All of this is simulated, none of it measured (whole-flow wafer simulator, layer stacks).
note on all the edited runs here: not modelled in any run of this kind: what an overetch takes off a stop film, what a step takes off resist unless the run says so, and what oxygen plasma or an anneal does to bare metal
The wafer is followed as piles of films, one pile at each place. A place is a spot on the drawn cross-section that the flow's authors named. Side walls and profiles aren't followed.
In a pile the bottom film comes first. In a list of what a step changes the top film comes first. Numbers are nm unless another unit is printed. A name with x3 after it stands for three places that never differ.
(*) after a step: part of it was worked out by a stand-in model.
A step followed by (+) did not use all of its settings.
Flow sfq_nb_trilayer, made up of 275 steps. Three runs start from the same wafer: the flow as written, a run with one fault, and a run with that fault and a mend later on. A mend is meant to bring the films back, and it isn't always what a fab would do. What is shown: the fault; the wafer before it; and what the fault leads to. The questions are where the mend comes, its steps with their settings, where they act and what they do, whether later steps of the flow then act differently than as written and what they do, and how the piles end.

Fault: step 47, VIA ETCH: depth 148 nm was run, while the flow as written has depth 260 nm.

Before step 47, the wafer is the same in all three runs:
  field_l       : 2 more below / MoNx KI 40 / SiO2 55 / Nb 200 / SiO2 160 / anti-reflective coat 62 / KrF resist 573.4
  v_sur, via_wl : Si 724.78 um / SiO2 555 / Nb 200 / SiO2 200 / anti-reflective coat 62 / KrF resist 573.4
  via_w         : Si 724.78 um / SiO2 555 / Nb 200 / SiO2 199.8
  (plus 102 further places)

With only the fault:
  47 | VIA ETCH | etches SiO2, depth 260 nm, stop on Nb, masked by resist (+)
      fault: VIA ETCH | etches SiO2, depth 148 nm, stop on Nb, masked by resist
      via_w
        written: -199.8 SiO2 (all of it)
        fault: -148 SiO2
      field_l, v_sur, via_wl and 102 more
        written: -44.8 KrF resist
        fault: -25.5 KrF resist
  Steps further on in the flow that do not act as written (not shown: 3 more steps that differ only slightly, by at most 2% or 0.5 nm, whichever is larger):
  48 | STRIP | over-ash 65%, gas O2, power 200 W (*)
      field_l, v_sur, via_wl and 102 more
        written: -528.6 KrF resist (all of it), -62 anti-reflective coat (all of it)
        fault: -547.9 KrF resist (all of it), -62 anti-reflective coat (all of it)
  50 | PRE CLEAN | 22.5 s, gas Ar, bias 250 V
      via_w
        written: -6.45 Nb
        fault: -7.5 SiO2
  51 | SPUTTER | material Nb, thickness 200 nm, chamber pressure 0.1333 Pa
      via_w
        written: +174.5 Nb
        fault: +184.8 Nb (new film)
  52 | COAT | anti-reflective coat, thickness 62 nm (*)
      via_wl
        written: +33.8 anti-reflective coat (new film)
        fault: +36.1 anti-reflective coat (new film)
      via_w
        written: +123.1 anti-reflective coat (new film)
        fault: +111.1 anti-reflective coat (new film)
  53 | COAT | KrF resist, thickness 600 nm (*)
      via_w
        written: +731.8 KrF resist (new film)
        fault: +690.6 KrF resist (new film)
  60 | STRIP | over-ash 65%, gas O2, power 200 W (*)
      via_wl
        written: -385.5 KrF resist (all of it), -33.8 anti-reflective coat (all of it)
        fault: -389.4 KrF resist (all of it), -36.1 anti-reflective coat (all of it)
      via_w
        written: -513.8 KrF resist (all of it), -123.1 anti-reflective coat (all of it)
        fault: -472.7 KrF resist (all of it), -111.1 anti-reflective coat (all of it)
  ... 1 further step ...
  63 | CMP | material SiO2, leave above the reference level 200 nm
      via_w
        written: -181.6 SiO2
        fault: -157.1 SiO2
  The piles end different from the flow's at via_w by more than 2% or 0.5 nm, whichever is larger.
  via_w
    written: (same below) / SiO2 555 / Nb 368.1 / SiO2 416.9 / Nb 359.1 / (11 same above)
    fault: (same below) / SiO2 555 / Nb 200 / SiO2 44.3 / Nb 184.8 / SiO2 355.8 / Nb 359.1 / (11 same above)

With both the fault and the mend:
  The mend follows step 47.
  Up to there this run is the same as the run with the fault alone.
  47a | VIA ETCH | etches SiO2, depth 112 nm, stop on Nb, masked by resist (+) (the flow's step 47, run once more with other settings)
      field_l, v_sur, via_wl and 102 more
        -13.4 KrF resist
      via_w
        -51.8 SiO2 (all of it)
  None of the later steps of the flow differs from how it acts as written, at any place that is followed, by more than 2% or 0.5 nm, whichever is larger.
  At every place that both follow, the piles at the end match the flow's.
